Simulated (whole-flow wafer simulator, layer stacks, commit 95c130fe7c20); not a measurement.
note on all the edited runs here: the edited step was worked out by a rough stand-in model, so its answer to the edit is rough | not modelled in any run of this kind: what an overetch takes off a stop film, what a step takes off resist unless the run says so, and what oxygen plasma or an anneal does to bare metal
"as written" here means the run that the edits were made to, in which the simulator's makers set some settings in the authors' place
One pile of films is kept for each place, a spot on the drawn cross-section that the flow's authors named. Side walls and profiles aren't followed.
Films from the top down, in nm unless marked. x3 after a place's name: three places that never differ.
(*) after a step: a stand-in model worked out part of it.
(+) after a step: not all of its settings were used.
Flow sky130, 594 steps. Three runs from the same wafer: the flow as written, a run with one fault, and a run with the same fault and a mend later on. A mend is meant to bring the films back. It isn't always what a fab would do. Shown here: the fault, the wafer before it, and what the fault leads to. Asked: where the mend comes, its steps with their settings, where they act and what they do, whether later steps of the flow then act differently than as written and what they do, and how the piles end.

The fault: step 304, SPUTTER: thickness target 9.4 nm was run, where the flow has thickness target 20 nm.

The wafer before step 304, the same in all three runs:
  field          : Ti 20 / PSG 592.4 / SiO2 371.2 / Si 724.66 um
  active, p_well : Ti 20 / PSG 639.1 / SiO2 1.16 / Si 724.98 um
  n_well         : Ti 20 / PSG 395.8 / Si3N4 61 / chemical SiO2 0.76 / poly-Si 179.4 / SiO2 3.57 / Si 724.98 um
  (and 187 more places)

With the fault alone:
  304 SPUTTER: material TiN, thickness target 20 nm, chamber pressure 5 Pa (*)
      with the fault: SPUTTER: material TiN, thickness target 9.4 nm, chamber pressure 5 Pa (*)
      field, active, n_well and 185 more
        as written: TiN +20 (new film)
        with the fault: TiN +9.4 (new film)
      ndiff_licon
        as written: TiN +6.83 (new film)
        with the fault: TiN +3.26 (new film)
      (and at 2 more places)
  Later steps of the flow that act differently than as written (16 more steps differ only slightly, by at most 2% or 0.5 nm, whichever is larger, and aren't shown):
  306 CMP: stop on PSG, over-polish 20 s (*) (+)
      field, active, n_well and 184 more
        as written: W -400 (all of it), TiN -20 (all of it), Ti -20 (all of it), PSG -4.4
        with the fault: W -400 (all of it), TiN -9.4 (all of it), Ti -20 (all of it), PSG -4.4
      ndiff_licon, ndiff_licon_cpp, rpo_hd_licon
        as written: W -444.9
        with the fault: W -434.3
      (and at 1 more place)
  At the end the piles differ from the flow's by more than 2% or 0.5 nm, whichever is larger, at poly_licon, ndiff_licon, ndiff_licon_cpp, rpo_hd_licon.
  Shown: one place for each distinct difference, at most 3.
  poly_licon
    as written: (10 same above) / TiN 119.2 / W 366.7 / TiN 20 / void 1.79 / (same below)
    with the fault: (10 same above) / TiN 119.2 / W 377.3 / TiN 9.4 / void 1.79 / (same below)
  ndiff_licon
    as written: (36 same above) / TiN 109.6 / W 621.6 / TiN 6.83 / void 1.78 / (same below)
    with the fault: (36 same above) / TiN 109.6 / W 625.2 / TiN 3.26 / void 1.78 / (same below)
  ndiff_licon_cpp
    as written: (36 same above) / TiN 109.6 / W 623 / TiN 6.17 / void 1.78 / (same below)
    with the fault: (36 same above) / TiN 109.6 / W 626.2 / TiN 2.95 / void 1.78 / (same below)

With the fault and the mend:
  The mend comes after step 304.
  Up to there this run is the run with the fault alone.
  304a SPUTTER: material TiN, thickness target 10.6 nm, chamber pressure 5 Pa (*) (the flow's step 304 once more, with other settings)
      field, active, n_well and 185 more
        TiN +10.6
      ndiff_licon
        TiN +3.57
      ndiff_licon_cpp
        TiN +3.22
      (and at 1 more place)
  No later step of the flow acts differently than as written, at any place that is followed, by more than 2% or 0.5 nm, whichever is larger.
  At the end the piles differ from the flow's only slightly at the places that both follow, by at most 2% or 0.5 nm, whichever is larger.
